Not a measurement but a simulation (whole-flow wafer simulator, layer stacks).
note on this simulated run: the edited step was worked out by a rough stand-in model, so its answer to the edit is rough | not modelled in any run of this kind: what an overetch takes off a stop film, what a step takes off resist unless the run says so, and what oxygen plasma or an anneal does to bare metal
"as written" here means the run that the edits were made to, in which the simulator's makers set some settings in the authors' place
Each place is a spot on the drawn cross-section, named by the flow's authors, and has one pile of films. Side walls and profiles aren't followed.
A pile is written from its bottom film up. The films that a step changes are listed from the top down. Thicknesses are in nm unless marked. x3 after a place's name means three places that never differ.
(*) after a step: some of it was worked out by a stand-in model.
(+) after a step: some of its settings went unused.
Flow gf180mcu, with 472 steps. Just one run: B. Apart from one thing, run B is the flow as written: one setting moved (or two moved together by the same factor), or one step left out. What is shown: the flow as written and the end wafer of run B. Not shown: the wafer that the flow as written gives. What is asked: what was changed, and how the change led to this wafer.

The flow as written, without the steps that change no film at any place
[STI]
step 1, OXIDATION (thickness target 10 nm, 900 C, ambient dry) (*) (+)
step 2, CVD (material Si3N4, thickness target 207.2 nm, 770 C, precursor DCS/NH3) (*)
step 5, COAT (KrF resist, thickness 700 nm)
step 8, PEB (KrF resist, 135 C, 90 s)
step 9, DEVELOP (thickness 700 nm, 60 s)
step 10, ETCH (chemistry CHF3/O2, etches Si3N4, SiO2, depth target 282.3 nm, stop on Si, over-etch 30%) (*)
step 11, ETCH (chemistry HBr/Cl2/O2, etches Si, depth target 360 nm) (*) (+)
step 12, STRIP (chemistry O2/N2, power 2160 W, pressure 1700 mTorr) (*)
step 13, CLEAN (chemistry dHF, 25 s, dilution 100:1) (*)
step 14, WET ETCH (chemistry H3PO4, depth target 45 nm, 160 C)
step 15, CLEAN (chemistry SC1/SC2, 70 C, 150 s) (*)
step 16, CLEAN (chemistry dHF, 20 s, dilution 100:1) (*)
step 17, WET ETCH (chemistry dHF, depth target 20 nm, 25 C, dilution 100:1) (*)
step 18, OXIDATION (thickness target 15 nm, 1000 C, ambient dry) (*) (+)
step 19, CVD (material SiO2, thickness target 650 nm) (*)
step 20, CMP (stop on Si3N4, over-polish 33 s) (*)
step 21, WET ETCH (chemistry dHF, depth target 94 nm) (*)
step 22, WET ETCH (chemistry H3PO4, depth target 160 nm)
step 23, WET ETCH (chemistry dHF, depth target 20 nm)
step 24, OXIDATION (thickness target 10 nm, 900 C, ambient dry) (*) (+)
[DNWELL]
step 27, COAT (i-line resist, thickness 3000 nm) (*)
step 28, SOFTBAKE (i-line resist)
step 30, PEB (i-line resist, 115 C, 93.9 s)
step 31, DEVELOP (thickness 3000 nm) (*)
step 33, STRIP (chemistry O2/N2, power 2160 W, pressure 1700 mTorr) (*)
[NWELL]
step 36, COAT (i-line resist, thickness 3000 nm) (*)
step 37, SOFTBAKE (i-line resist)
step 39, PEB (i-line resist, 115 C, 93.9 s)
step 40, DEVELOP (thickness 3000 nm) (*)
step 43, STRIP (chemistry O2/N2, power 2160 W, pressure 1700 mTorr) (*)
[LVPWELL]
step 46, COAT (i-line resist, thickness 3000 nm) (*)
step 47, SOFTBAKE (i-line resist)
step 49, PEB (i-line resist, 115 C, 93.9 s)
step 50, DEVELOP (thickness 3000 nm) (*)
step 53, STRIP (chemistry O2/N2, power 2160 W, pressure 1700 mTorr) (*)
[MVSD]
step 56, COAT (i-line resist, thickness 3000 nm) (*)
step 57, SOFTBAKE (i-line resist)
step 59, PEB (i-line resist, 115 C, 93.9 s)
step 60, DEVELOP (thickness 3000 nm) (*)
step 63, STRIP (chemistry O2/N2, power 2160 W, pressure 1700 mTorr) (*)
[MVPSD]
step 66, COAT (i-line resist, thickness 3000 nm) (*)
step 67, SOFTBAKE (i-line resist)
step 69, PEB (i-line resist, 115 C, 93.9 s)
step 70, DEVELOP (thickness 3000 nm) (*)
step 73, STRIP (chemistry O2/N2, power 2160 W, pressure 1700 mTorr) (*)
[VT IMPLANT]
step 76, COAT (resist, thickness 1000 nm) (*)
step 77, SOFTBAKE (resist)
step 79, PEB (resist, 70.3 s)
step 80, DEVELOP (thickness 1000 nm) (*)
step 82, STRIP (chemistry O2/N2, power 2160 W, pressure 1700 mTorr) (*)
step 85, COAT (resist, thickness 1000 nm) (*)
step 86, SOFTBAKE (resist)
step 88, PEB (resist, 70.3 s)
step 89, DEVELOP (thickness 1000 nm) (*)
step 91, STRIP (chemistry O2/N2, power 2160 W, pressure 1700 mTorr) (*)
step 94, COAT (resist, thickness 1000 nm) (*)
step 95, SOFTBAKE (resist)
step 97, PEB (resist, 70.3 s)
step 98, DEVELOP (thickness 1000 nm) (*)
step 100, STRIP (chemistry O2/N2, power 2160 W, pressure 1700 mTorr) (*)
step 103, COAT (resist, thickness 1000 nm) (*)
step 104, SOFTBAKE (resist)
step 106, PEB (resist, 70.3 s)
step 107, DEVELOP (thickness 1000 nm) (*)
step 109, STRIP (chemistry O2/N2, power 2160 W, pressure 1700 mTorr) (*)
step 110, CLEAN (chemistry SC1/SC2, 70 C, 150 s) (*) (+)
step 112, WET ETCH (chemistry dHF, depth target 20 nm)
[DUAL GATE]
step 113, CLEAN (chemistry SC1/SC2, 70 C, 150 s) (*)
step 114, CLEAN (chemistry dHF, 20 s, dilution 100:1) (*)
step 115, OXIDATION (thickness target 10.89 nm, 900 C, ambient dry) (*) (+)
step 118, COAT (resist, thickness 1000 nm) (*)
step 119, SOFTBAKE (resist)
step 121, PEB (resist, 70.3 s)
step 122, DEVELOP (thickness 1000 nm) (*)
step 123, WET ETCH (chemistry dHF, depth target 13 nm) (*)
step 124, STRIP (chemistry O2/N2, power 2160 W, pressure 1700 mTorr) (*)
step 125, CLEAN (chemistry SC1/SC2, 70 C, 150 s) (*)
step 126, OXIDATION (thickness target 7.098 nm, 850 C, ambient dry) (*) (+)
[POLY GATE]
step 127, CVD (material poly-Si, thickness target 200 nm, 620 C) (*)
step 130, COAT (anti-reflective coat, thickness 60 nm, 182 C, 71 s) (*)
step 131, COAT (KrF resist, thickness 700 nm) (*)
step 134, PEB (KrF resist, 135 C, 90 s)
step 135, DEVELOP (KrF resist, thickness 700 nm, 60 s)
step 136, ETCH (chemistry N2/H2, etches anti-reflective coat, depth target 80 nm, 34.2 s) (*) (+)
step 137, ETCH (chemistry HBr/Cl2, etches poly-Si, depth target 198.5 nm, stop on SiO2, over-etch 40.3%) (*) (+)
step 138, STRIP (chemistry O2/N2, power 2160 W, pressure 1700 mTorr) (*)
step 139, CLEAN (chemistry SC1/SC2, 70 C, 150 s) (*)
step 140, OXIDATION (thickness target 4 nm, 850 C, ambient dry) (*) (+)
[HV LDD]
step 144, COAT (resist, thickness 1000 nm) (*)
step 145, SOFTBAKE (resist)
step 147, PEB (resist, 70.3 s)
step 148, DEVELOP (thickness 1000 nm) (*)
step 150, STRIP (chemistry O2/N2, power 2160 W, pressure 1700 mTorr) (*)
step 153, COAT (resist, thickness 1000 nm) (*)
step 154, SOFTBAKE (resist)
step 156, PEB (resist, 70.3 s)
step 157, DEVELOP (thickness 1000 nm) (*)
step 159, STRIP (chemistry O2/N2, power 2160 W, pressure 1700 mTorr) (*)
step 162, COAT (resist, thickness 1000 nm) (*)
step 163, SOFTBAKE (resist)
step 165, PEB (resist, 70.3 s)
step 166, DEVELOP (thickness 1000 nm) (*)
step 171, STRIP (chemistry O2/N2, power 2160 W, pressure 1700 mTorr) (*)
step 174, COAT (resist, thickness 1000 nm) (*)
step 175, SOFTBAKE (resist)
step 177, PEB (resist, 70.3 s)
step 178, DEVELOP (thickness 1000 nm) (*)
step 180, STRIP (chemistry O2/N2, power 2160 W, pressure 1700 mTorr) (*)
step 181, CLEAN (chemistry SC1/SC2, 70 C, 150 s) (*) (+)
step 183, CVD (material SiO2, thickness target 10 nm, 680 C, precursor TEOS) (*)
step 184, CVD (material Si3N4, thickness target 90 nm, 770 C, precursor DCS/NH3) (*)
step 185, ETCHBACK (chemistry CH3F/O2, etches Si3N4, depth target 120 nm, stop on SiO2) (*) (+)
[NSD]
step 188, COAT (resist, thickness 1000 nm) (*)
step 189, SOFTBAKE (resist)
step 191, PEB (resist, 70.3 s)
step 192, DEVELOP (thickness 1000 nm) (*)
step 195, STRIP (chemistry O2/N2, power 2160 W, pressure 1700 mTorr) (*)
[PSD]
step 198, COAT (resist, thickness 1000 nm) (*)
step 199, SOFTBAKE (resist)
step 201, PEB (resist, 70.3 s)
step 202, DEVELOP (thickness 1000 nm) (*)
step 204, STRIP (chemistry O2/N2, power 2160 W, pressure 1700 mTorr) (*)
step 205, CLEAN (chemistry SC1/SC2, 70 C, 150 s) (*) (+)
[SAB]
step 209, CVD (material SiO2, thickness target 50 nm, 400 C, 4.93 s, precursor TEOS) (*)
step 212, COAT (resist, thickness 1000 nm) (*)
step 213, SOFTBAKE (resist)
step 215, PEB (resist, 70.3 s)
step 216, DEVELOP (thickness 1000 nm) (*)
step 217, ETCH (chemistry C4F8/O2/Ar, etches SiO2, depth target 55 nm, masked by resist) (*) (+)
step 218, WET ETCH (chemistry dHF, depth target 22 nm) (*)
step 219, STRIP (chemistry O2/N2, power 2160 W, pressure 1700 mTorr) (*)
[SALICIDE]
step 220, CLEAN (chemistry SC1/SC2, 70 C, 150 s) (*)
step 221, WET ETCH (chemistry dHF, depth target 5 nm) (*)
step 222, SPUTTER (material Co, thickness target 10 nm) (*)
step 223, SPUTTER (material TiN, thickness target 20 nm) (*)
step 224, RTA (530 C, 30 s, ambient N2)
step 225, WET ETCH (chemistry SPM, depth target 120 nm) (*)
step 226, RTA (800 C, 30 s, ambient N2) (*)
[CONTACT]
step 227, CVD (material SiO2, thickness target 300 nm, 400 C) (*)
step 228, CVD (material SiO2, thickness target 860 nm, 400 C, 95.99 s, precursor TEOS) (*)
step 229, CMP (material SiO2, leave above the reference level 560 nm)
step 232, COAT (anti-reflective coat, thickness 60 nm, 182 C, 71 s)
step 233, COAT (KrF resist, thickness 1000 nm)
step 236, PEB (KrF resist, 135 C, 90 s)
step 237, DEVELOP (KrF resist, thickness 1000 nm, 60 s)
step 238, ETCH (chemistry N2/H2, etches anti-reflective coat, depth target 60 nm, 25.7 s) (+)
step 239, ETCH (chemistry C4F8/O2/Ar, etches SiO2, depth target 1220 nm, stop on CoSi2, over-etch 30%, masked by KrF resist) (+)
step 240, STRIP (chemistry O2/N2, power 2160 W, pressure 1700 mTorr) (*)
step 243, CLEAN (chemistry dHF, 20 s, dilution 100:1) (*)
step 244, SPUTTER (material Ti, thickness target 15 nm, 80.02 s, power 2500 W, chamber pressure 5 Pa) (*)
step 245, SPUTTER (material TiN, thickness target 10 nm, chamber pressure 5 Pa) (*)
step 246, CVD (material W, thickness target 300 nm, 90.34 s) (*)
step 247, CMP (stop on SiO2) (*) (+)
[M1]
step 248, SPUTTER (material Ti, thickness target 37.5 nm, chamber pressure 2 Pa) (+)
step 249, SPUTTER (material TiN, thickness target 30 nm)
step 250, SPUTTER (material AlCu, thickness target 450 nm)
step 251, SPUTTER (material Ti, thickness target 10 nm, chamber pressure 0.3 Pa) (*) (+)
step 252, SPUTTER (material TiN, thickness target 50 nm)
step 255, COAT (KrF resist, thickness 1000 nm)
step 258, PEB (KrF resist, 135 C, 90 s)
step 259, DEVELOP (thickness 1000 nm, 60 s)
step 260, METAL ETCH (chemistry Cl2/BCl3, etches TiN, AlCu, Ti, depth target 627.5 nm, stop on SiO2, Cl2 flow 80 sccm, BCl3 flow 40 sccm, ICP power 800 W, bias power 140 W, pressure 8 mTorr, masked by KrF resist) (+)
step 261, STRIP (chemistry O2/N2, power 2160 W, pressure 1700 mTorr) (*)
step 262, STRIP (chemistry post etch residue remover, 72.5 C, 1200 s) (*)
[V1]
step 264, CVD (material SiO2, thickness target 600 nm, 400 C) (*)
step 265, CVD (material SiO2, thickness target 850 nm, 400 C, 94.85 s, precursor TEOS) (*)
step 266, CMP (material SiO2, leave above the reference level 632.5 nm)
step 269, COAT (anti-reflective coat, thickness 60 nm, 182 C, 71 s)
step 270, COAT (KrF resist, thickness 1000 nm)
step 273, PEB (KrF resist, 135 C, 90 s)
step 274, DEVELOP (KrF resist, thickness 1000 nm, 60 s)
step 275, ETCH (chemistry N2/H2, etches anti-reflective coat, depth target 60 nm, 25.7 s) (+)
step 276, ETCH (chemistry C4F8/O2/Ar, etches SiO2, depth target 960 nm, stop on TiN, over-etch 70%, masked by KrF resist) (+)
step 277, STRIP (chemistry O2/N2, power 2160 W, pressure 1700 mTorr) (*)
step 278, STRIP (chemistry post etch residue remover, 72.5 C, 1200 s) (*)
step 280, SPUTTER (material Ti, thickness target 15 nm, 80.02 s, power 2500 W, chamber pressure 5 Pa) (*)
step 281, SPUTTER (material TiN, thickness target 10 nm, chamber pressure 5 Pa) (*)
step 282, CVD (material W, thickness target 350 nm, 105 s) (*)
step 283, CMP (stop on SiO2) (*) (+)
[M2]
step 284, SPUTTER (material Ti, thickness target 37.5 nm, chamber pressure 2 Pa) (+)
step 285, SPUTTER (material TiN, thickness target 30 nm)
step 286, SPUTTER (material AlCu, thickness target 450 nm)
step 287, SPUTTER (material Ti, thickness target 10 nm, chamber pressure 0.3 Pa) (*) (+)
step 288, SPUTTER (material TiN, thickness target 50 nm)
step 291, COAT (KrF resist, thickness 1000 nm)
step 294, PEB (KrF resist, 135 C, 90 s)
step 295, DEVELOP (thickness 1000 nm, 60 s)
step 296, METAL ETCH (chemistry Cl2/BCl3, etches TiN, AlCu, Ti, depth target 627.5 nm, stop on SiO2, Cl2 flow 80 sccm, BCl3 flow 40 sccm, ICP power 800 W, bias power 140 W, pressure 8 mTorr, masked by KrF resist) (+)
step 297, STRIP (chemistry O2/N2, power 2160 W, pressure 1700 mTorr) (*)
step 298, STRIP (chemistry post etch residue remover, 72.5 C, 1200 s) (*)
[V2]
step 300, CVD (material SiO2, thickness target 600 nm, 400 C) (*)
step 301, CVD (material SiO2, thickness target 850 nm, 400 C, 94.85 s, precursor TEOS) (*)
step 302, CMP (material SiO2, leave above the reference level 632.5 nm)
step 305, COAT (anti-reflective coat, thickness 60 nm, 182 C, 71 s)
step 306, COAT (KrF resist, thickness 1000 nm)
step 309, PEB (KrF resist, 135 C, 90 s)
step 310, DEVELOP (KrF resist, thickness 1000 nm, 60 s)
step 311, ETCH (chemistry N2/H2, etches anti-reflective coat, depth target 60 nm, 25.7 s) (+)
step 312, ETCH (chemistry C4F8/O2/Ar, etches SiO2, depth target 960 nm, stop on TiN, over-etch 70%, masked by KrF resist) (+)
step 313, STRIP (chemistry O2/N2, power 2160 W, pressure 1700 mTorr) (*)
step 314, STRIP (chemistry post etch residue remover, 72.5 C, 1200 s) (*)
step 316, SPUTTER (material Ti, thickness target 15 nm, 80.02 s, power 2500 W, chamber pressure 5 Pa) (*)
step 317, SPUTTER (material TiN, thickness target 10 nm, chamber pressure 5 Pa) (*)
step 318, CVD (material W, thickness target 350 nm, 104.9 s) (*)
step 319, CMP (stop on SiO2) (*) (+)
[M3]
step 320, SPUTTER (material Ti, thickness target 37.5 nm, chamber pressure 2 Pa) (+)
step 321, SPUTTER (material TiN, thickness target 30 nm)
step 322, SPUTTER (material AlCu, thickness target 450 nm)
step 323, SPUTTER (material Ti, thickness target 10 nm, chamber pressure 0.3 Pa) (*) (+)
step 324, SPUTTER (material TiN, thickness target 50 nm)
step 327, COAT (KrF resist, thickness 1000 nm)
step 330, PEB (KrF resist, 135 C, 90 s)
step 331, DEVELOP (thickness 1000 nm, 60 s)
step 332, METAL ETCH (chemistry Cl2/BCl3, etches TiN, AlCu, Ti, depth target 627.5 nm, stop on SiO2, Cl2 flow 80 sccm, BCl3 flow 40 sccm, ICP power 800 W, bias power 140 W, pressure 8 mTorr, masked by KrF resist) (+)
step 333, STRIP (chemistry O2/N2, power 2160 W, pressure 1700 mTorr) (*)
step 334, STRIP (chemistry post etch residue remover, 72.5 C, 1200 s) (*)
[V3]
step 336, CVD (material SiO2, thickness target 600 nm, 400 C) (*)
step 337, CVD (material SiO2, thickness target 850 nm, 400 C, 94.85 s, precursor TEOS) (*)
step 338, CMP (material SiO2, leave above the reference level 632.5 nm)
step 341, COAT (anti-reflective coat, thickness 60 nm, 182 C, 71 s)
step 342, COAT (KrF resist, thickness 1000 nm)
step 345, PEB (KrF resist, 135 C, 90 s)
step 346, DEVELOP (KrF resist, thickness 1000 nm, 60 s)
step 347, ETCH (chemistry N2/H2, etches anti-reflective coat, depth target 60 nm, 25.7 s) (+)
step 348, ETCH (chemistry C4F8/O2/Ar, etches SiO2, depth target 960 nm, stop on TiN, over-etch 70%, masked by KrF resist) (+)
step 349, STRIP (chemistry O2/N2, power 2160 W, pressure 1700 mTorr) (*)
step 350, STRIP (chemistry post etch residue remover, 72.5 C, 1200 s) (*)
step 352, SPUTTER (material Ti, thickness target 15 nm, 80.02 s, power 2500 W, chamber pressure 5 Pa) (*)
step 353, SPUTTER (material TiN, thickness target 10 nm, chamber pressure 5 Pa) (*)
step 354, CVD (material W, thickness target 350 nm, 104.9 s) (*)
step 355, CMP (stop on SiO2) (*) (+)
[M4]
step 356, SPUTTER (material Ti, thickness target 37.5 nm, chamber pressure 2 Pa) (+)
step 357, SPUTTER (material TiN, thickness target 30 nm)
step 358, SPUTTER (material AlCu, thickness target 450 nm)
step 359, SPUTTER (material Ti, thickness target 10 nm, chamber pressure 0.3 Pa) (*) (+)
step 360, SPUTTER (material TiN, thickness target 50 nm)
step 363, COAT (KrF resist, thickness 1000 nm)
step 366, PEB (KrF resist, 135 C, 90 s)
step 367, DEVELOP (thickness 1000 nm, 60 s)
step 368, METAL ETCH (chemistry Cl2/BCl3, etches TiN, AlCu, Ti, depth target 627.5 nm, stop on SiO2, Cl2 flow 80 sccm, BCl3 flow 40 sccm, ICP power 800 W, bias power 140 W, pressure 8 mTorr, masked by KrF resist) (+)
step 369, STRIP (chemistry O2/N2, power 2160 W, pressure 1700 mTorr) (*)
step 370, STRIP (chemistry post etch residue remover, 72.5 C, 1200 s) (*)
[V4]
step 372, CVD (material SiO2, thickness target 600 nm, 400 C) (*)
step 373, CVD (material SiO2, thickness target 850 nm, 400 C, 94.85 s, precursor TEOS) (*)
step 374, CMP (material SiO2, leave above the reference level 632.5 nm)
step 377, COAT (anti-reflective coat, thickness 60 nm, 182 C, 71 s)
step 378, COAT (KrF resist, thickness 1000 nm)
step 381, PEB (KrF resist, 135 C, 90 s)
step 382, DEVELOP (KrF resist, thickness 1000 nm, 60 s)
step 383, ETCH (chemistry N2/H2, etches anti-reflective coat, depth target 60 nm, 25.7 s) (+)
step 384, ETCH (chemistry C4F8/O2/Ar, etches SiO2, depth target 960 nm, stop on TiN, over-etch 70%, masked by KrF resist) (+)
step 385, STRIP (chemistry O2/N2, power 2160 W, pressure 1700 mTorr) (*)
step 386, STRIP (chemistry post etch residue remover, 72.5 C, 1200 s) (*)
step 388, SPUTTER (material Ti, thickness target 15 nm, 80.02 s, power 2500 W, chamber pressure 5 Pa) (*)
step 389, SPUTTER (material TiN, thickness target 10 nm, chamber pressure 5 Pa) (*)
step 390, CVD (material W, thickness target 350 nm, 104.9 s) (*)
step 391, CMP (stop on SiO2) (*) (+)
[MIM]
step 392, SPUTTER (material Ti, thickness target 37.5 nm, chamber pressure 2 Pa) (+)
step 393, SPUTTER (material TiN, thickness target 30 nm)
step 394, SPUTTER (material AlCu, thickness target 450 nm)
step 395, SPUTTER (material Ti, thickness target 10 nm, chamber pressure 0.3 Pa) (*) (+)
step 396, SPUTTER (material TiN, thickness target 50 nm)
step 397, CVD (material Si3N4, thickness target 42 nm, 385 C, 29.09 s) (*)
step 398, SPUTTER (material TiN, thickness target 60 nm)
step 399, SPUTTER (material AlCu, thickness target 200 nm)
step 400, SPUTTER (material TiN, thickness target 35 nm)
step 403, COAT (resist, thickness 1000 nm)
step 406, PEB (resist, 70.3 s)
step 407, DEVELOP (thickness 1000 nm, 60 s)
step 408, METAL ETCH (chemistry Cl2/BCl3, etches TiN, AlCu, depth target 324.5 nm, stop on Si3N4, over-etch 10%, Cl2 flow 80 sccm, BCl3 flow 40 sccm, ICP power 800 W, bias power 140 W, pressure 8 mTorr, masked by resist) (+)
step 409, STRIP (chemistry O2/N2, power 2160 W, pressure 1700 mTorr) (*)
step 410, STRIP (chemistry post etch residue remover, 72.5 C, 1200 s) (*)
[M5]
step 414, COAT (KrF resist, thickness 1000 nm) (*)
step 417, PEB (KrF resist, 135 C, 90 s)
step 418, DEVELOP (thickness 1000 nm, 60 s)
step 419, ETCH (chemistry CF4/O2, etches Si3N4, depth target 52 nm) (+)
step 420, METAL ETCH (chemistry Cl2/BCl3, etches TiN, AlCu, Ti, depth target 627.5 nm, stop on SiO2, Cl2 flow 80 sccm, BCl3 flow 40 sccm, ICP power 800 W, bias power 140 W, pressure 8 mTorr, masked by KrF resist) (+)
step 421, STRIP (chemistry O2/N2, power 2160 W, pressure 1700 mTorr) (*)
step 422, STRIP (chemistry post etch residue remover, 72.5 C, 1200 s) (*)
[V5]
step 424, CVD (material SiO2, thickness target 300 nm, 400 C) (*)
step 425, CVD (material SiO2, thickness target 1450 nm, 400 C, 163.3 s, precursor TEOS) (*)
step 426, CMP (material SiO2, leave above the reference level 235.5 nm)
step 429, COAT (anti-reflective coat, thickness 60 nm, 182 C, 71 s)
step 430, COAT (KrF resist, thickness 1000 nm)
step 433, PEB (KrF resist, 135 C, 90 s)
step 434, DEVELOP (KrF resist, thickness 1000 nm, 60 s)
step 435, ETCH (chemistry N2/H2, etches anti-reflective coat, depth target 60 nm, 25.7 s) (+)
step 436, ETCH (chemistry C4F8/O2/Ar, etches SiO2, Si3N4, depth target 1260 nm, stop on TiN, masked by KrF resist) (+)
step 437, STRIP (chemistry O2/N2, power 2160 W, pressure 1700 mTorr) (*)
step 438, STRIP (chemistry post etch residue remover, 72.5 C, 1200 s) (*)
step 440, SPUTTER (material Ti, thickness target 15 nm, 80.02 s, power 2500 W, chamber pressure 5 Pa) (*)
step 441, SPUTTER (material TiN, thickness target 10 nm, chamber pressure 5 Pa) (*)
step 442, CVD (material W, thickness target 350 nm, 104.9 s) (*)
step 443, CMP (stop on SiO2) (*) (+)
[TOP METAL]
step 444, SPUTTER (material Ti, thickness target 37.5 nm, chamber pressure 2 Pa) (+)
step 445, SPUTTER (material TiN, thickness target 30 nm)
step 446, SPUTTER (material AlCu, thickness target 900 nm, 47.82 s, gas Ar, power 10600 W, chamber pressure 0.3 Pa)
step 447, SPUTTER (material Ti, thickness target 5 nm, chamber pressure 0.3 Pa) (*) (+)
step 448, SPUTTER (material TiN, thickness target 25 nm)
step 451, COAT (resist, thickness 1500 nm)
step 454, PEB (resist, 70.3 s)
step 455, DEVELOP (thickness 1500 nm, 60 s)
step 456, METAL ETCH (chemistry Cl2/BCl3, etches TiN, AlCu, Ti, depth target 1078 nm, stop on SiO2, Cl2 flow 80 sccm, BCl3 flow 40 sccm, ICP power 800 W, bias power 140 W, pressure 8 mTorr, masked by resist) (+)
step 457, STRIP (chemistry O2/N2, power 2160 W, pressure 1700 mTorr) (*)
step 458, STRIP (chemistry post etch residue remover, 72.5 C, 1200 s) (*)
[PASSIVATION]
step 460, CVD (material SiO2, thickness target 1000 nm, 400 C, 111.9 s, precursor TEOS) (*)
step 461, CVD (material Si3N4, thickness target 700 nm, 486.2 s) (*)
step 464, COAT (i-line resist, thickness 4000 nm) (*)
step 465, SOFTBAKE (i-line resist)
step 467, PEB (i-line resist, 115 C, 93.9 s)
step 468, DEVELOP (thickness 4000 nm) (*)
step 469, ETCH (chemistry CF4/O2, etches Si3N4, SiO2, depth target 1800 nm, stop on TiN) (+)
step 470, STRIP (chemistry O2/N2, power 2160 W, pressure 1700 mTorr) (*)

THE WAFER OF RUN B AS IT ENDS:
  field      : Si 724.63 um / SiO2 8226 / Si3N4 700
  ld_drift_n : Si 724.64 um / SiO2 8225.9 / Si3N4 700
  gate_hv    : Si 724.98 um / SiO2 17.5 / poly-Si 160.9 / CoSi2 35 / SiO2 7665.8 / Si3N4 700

The reason: step 126, OXIDATION: thickness target 10.82 nm was run, whereas the flow has thickness target 7.098 nm.

Step by step, how the change led to this:
  step 126, OXIDATION (thickness target 7.098 nm, 850 C, ambient dry) (*) (+)
      gate_hv, active_hv, active_nat and 25 more: +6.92 SiO2, -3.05 Si (it would be, as written: +3.72 SiO2, -1.64 Si)
      ld_fp_n, ld_drift_n, ld_fp_p and 13 more: +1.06 SiO2, -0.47 Si (it would be, as written: +0.52 SiO2, -0.23 Si)
      (as well as at 48 more places)
  step 189, SOFTBAKE (resist)
      active_hv: -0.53 resist (it would be, as written: +2.68 resist)
      nw_enc_fld_lv__w3: -1.6 resist (it would be, as written: +2.11 resist)
      (as well as at 1 more place)
  step 199, SOFTBAKE (resist)
      active_hv: -0.53 resist (it would be, as written: +2.68 resist)
      nw_enc_fld_lv__w3: -1.6 resist (it would be, as written: +2.11 resist)
      (as well as at 1 more place)
  step 218, WET ETCH (chemistry dHF, depth target 22 nm) (*)
      active, p_well, sd_n, iso_ptap_pw, iso_ntap_nw, iso_ptap_sub, vpnp_e: -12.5 SiO2 (all of it) (it would be, as written: -9.01 SiO2 (all of it))
      ldn_tap, ldn_src, ldn_drn, ldp_tap, ldp_src, ldp_drn, ldp_gr: -19 SiO2 (all of it) (it would be, as written: -16 SiO2 (all of it))
      (as well as at 9 more places)
